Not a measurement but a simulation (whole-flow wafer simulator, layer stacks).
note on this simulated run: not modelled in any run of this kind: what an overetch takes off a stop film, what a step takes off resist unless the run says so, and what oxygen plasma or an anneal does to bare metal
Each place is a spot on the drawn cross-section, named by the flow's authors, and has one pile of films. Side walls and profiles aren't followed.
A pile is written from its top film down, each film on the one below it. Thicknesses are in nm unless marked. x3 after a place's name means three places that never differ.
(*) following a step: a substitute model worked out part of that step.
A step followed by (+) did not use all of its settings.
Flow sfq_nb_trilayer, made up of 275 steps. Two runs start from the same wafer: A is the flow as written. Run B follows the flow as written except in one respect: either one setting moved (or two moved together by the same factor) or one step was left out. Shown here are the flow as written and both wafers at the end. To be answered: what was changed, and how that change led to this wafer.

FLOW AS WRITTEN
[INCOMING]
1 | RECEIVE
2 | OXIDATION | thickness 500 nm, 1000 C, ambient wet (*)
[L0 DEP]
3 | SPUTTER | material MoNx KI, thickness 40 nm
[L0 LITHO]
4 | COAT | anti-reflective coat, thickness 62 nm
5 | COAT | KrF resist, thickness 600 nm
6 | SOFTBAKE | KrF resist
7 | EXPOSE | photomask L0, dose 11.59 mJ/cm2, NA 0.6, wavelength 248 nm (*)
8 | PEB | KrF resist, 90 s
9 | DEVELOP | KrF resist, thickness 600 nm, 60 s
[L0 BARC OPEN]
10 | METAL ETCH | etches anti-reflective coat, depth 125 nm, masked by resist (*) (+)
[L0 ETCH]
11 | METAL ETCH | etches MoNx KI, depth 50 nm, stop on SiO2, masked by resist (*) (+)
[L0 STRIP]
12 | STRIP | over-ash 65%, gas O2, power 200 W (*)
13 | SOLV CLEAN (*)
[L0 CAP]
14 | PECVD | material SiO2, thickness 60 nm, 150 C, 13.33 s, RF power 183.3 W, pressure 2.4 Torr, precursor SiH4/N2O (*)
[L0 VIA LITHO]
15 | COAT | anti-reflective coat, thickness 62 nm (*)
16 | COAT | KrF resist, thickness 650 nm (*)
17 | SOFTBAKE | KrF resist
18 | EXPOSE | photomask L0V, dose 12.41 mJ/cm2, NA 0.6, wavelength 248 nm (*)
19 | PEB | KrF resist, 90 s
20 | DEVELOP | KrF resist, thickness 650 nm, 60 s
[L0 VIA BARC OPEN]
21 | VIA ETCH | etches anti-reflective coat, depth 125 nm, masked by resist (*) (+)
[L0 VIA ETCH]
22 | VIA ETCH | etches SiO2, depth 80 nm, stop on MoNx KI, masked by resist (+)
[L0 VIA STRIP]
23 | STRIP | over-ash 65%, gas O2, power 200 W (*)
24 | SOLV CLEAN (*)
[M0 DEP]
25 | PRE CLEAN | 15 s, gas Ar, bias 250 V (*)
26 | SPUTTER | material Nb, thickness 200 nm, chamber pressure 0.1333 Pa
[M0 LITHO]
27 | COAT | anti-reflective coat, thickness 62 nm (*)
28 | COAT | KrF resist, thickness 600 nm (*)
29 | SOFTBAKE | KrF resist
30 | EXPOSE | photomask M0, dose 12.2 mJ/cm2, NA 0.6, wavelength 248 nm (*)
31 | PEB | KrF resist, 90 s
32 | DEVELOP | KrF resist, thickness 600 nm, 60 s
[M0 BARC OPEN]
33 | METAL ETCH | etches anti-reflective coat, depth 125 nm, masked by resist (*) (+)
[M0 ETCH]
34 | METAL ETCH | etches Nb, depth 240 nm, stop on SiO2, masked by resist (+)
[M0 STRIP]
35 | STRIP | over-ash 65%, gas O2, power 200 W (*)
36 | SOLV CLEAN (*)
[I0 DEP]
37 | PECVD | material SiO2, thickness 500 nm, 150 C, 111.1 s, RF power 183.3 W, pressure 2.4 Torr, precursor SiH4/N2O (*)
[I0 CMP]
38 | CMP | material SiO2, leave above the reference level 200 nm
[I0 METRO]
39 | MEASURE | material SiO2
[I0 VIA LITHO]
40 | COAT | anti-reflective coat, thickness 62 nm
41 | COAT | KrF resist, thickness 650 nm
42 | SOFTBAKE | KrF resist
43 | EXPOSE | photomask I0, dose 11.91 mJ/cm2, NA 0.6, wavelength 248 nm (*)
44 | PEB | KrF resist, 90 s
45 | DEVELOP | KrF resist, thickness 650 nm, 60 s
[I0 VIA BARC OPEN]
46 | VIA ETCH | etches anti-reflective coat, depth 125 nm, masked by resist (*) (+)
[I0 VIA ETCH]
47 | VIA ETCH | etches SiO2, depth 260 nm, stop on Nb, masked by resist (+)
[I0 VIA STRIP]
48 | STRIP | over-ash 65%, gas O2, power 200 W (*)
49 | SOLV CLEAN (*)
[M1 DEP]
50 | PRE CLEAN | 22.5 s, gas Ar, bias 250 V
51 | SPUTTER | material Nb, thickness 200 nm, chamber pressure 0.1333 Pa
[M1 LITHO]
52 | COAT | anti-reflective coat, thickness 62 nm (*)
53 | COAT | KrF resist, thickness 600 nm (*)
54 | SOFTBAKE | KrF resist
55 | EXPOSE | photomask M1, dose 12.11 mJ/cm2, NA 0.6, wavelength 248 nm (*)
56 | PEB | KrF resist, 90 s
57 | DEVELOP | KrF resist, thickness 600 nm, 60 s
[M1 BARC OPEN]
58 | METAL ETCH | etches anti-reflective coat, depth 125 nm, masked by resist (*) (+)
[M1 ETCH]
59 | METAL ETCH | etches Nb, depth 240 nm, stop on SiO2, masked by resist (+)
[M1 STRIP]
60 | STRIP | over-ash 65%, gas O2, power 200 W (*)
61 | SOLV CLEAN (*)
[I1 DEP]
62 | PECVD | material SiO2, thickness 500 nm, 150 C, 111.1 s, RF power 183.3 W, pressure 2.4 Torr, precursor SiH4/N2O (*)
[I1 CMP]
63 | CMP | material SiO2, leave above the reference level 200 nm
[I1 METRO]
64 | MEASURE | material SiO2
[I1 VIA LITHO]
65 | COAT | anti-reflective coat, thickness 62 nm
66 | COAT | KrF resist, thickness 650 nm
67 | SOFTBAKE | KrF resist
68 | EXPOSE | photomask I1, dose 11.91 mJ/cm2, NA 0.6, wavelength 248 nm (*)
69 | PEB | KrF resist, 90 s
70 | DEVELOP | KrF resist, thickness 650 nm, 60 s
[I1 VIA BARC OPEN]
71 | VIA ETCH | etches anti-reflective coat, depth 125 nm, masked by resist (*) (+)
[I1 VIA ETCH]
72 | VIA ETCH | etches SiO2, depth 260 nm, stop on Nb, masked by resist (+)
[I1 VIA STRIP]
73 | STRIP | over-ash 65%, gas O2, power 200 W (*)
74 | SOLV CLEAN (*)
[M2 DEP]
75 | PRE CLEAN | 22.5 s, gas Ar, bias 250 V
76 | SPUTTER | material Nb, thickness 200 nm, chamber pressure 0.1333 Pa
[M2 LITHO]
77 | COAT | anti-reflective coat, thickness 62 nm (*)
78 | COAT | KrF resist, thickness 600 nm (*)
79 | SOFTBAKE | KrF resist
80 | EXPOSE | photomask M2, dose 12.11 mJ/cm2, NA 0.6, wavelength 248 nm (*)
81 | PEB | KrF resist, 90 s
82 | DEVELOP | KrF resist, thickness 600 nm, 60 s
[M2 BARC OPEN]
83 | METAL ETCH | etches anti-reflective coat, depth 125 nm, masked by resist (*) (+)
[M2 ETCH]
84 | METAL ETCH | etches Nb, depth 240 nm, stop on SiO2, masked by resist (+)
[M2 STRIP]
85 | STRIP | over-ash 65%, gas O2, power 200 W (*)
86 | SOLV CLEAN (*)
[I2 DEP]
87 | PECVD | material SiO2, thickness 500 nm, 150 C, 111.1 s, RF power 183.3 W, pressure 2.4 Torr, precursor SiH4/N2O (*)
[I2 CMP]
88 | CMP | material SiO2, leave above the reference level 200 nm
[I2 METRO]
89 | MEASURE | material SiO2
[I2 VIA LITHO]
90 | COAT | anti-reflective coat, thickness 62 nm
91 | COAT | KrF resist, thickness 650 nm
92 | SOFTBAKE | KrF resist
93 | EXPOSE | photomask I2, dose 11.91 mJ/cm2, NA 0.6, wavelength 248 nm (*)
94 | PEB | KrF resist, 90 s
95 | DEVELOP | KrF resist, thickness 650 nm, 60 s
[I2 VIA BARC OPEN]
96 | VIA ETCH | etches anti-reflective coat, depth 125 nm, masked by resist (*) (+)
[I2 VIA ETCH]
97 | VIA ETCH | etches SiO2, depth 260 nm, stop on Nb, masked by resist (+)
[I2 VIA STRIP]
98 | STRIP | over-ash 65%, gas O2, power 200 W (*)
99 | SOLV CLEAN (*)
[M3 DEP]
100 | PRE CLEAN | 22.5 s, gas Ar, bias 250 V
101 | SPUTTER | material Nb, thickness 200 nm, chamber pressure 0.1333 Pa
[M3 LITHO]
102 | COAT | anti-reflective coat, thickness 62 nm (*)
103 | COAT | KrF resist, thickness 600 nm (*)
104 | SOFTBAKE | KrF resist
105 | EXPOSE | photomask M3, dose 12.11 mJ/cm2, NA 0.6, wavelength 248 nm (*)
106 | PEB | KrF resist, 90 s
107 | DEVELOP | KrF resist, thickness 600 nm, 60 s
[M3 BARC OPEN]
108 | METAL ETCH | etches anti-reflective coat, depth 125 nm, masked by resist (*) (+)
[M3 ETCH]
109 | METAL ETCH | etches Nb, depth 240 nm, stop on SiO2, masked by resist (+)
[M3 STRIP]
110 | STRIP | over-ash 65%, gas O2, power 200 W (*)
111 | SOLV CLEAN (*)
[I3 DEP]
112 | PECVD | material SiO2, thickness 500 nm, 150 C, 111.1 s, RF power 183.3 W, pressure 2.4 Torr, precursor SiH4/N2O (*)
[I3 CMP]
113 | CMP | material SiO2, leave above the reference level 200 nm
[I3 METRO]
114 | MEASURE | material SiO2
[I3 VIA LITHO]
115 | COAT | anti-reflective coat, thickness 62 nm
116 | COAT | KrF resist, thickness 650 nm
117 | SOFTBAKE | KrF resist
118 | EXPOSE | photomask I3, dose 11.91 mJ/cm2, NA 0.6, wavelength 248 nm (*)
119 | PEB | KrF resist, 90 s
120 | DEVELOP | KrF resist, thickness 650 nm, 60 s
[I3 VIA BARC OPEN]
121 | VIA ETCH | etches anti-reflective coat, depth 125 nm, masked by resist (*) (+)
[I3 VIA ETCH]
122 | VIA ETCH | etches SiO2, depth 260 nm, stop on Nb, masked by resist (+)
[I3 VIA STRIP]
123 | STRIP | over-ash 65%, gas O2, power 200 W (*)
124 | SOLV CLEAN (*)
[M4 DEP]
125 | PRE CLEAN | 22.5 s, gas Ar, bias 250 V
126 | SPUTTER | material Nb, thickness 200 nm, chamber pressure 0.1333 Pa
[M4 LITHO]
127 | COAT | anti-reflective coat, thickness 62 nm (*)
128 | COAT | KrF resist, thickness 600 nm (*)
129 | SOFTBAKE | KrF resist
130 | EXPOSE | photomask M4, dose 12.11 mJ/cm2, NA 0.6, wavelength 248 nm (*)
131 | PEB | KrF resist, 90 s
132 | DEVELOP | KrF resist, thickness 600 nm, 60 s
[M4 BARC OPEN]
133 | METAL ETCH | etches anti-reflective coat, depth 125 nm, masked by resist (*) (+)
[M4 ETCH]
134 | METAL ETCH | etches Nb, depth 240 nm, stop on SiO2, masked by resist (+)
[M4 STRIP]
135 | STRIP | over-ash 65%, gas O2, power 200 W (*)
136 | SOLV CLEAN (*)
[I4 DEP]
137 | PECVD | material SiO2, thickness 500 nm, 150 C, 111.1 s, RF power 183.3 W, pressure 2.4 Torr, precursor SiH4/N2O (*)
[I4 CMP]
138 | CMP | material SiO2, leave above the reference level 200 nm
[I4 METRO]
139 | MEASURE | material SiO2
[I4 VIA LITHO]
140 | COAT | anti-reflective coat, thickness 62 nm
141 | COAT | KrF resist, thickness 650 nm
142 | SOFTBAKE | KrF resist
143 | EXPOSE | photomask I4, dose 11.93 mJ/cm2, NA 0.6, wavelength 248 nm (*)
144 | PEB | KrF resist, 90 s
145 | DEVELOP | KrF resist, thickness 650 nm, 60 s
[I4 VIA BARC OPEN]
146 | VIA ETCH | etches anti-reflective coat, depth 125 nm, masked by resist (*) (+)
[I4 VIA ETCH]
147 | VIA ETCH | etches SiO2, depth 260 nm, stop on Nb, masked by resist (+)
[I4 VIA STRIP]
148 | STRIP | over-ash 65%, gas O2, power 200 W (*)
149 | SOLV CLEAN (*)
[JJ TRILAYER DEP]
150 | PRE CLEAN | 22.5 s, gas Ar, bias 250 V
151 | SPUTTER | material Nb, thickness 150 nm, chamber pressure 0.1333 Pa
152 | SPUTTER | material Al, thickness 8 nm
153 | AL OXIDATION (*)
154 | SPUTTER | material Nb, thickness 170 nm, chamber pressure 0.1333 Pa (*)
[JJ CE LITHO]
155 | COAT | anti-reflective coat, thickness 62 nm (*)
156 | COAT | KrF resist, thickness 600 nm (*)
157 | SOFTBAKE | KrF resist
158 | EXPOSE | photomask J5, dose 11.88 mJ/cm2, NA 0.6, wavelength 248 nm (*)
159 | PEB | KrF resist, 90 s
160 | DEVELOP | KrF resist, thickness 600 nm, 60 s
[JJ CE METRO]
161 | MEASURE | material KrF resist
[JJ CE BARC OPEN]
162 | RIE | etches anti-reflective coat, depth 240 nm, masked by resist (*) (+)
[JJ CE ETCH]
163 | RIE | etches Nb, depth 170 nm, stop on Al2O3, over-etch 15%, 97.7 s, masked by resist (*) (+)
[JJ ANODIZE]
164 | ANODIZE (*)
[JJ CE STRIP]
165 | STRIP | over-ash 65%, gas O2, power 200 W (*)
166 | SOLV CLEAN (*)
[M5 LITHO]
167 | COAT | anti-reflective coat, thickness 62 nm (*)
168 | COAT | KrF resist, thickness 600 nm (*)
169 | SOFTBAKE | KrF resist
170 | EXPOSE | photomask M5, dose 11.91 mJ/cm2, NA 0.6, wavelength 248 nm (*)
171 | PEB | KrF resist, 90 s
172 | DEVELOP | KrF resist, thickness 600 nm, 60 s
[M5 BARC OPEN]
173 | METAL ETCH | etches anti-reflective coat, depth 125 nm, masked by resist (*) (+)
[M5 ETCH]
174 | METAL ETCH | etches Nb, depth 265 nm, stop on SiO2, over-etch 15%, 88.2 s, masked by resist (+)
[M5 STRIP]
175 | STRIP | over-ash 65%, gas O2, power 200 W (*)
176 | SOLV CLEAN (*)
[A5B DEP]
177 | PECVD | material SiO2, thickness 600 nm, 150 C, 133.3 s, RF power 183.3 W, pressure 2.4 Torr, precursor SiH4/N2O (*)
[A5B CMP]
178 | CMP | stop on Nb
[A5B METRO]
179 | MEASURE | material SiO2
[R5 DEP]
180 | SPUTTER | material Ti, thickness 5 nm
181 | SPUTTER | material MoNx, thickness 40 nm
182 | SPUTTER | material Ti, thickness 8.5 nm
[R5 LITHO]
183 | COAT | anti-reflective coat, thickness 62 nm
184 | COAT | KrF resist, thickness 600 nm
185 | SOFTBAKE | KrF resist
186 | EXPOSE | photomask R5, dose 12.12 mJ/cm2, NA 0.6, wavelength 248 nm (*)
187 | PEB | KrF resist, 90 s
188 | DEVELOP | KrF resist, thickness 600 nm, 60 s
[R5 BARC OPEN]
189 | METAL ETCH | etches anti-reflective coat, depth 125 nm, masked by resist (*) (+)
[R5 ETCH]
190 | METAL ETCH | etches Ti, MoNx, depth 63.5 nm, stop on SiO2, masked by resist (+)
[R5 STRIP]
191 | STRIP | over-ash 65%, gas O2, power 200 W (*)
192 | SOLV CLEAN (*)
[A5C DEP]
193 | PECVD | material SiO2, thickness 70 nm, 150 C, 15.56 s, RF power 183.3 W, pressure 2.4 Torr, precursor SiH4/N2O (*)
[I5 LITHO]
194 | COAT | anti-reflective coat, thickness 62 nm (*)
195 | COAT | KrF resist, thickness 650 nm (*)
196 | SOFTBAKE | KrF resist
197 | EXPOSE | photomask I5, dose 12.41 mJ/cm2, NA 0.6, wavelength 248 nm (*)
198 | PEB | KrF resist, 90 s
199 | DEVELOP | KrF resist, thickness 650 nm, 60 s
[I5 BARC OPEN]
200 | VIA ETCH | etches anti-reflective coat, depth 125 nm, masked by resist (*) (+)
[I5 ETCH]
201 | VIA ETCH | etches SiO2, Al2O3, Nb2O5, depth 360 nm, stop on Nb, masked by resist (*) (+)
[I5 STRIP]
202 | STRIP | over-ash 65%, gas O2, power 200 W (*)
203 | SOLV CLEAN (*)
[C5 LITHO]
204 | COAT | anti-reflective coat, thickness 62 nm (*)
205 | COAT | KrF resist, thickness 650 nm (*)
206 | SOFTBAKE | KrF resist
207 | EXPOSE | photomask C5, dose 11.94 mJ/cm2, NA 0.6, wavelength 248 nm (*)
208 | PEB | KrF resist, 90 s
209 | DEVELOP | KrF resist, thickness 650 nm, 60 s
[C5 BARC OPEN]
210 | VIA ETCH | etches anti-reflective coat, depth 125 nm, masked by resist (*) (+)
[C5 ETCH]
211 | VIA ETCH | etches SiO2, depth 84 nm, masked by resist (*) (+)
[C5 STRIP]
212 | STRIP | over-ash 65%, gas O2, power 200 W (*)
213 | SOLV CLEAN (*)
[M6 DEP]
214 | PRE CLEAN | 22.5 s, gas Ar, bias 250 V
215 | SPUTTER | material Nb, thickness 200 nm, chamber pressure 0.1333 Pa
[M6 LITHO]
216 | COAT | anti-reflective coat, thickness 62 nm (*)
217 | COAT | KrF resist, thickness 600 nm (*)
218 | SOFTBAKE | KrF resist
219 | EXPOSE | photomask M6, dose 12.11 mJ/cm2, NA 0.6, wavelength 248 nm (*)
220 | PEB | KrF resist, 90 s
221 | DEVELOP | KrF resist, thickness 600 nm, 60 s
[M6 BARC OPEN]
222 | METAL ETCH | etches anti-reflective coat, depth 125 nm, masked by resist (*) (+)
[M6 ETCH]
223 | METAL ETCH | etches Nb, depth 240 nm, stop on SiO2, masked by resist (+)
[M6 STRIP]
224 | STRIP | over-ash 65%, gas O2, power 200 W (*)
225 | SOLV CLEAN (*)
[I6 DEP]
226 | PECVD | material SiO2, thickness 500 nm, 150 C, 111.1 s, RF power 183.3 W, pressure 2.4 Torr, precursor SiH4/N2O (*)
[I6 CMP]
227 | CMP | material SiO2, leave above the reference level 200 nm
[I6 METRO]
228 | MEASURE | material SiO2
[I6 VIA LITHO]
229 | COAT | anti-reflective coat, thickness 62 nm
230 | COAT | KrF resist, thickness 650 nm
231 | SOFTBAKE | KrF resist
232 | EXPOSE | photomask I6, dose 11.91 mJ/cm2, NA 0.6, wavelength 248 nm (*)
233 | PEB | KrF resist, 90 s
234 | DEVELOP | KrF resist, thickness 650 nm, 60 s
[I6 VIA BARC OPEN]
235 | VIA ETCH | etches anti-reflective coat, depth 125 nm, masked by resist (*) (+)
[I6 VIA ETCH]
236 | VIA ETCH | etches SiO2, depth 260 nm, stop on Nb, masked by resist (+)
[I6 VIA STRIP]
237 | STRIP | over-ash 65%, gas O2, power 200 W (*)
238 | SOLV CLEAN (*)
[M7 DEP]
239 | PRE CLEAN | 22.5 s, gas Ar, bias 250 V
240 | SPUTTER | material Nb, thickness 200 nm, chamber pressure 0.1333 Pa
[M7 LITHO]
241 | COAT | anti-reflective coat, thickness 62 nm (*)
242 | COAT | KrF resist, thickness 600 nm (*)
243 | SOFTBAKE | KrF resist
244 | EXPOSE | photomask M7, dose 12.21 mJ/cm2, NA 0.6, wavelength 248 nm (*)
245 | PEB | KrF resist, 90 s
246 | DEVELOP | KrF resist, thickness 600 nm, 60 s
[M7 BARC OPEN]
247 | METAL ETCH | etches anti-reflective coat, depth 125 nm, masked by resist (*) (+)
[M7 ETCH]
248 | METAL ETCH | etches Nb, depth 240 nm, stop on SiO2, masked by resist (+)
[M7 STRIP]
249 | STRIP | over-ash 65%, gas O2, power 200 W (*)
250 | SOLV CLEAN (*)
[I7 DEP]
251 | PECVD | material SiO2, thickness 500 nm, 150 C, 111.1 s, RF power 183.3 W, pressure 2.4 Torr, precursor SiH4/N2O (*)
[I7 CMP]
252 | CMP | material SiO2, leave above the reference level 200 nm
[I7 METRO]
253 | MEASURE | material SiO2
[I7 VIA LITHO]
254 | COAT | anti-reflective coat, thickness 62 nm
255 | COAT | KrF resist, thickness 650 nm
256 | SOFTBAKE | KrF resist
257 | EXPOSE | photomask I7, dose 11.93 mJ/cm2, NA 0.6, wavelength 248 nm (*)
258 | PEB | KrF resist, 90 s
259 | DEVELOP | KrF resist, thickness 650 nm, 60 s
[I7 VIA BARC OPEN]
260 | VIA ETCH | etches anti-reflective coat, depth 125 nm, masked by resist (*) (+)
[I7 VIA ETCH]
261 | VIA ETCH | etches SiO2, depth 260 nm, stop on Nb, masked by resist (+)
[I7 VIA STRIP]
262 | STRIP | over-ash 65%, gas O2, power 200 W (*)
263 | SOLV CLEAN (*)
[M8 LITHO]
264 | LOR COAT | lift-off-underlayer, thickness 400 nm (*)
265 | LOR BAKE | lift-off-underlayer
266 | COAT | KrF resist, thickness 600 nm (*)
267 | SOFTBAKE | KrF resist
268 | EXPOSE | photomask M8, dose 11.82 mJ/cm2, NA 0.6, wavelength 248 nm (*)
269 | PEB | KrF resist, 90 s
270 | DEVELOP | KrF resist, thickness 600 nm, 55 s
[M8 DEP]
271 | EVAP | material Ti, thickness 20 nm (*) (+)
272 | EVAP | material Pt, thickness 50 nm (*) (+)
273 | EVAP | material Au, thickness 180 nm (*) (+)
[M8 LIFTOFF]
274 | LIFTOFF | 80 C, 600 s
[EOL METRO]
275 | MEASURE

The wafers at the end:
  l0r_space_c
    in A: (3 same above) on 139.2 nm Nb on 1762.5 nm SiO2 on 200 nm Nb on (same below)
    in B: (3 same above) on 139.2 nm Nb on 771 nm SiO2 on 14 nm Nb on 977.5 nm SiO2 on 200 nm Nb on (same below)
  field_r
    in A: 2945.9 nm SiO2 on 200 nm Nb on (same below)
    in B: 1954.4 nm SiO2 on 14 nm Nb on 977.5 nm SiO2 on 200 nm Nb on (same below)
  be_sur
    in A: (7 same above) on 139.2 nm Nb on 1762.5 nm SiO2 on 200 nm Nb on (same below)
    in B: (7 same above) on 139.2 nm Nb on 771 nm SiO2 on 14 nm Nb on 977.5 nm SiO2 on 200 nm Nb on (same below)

Cause: step 109, METAL ETCH: depth 186 nm was run, whereas the flow has depth 240 nm.

The path from the change to this, step by step:
  109 | METAL ETCH | etches Nb, depth 240 nm, stop on SiO2, masked by resist (+)
      field_l, be, be_sur and 72 more: A Nb loses 200 (all of it) | B Nb loses 186
      v_sur, via_wl, via_w and 28 more: A KrF resist loses 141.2 | B KrF resist loses 109.4
  110 | STRIP | over-ash 65%, gas O2, power 200 W (*)
      p4_w1, p4_w2, p4_w3 and 21 more: A KrF resist loses 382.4 (all of it), anti-reflective coat loses 62 (all of it) | B KrF resist loses 414.1 (all of it), anti-reflective coat loses 62 (all of it)
      via_wl, via_wr: A KrF resist loses 384.2 (all of it), anti-reflective coat loses 34.2 (all of it) | B KrF resist loses 416 (all of it), anti-reflective coat loses 34.2 (all of it)
      (and at 5 other places as well)
  112 | PECVD | material SiO2, thickness 500 nm, 150 C, 111.1 s, RF power 183.3 W, pressure 2.4 Torr, precursor SiH4/N2O (*)
      field_l, be, be_sur and 64 more: A SiO2 gains 500 | B SiO2 gains 500 (new film)
      p4_g1, p4_g2, p3_s0, p3_s1, p3_s2, p3_s3, p3_s4, p3_s5: A SiO2 gains 557.1 | B SiO2 gains 543.1 (new film)
  113 | CMP | material SiO2, leave above the reference level 200 nm
      field_l, be, be_sur and 64 more: A SiO2 loses 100 | B SiO2 loses 114
With metal films that touch counted as one body, l0r_space_c has 3 bodies (between them, from the top down: SiO2 771; SiO2 977.5); the flow as written gives 2 bodies (between them, from the top down: SiO2 1762.5).
With metal films that touch counted as one body, field_r has 2 bodies (between them, from the top down: SiO2 977.5); the flow as written gives 1 body.
With metal films that touch counted as one body, be_sur has 5 bodies (between them, from the top down: SiO2 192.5; SiO2 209 / Al2O3 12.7 / Nb2O5 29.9; SiO2 771; SiO2 977.5); the flow as written gives 4 bodies (between them, from the top down: SiO2 192.5; SiO2 209 / Al2O3 12.7 / Nb2O5 29.9; SiO2 1762.5).
